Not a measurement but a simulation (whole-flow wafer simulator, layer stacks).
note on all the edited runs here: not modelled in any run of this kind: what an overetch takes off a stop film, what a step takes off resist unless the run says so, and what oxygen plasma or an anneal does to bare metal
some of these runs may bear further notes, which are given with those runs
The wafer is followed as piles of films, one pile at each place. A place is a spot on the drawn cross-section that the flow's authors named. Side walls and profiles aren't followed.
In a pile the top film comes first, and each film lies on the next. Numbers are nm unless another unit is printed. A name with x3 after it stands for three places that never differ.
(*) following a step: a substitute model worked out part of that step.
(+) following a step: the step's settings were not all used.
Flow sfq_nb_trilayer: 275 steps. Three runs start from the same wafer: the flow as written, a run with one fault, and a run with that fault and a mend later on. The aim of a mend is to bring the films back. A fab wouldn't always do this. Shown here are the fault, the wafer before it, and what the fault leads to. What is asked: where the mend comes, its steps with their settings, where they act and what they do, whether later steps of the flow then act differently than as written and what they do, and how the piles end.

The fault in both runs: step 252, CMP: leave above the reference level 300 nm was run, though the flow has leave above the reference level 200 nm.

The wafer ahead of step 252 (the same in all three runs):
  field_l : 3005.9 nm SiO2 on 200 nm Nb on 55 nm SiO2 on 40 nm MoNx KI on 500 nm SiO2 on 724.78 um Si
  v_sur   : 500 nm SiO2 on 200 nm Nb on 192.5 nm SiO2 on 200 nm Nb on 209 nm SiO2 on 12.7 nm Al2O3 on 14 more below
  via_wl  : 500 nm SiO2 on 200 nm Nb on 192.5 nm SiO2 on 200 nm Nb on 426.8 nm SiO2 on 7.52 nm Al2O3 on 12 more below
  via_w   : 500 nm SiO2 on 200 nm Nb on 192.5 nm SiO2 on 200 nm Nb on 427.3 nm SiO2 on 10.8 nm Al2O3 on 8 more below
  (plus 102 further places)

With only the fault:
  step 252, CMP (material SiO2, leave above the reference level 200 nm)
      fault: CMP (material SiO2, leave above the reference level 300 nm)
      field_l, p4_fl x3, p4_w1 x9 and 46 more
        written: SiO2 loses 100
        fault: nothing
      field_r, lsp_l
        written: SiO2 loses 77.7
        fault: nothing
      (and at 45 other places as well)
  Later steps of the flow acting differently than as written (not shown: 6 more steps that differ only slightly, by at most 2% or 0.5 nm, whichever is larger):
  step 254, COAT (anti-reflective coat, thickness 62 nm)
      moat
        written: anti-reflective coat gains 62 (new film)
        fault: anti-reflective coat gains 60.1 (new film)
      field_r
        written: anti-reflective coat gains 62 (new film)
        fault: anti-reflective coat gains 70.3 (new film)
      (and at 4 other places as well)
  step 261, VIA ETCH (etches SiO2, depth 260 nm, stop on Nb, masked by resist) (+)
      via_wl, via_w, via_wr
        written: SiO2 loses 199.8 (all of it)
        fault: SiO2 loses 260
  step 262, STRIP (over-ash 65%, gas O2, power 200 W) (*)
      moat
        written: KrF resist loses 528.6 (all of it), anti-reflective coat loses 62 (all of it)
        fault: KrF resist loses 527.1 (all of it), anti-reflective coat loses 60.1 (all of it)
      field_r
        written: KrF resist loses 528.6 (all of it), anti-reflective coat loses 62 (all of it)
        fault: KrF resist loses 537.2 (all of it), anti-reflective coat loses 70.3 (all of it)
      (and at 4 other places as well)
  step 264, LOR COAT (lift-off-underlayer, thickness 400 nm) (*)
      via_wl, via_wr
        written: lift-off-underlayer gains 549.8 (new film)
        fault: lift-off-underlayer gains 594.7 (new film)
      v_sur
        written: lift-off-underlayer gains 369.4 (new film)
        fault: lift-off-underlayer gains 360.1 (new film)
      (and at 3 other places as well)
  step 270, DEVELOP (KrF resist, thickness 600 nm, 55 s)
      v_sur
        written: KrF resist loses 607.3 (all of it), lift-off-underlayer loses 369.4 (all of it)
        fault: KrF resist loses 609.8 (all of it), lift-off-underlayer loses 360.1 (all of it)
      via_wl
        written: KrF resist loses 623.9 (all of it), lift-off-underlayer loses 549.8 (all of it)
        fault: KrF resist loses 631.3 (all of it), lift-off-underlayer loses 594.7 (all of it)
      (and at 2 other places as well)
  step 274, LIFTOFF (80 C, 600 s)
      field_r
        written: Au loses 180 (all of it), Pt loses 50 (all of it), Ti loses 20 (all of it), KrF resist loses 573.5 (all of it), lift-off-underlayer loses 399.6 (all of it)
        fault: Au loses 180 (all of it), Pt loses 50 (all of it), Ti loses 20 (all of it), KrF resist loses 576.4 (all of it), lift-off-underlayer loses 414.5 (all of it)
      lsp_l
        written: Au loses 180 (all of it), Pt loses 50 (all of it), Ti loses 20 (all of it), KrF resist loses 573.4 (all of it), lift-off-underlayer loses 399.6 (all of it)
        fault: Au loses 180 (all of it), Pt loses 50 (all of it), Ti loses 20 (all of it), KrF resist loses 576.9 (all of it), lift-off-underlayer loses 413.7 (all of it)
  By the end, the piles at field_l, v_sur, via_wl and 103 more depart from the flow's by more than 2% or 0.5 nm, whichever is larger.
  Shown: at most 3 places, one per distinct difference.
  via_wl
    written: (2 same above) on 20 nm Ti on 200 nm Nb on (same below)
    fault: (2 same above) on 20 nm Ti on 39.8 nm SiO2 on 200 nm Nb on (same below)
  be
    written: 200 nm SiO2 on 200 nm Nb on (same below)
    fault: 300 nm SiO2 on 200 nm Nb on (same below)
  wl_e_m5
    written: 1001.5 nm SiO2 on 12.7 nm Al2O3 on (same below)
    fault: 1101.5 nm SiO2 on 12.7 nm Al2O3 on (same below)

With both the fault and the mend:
  The mend stands after step 253.
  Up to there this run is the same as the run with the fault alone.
  step 253a, CMP (material SiO2, leave above the reference level 200 nm) (the flow's step 252, run once more)
      field_l, v_sur, via_wl and 99 more
        SiO2 loses 100
      field_r, lsp_l
        SiO2 loses 77.7
      l0_sur, l0v
        SiO2 loses 87.8
  Every later step of the flow that is run acts as written at every place that is followed.
  By the end, the piles equal the flow's at every place that both follow.
